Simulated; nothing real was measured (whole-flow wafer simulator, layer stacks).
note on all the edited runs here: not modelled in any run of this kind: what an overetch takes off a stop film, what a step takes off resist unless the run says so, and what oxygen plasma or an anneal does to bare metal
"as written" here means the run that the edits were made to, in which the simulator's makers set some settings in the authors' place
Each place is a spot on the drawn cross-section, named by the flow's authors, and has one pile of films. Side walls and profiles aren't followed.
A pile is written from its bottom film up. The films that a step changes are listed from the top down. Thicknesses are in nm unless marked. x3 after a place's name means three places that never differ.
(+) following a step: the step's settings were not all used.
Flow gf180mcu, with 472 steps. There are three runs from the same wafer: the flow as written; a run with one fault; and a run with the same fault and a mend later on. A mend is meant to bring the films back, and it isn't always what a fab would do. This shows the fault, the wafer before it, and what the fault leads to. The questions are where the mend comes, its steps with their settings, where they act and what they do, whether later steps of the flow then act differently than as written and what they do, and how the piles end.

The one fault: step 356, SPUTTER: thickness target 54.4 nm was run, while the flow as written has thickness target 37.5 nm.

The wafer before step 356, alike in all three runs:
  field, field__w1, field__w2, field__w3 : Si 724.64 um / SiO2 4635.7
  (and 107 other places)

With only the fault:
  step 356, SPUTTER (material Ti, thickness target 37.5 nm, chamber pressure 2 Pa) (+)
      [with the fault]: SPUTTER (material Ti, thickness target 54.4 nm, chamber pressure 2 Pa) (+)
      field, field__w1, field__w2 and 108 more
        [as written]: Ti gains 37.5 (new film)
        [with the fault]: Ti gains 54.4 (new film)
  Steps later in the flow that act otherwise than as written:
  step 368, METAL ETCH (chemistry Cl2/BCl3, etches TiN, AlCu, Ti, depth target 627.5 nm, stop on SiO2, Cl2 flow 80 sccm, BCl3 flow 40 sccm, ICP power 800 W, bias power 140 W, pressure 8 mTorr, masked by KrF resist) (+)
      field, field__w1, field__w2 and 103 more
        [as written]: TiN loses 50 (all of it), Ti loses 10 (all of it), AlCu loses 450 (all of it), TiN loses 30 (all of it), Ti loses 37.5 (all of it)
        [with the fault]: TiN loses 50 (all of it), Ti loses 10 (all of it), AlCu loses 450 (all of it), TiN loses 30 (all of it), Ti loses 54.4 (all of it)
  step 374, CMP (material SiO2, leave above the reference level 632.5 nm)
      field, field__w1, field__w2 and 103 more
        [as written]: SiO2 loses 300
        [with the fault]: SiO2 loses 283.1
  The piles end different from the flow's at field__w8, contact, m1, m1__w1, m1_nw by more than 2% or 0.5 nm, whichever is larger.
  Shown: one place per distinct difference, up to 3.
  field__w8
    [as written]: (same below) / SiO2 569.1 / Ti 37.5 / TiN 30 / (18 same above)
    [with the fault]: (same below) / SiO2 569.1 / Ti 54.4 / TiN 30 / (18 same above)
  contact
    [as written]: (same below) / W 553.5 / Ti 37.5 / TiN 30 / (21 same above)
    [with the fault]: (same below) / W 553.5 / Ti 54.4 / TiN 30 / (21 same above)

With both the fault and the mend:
  After step 356 comes the mend.
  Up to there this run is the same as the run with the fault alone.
  step 356a, METAL ETCH (chemistry Cl2/BCl3, etches TiN, AlCu, Ti, depth target 16.9 nm, Cl2 flow 80 sccm, BCl3 flow 40 sccm, ICP power 800 W, bias power 140 W, pressure 8 mTorr) (the flow's step 260 again, with other settings)
      field, field__w1, field__w2 and 108 more
        Ti loses 16.9
  Every later step of the flow that is run acts as written at every place that is followed.
  At every place that both follow, the piles at the end match the flow's.
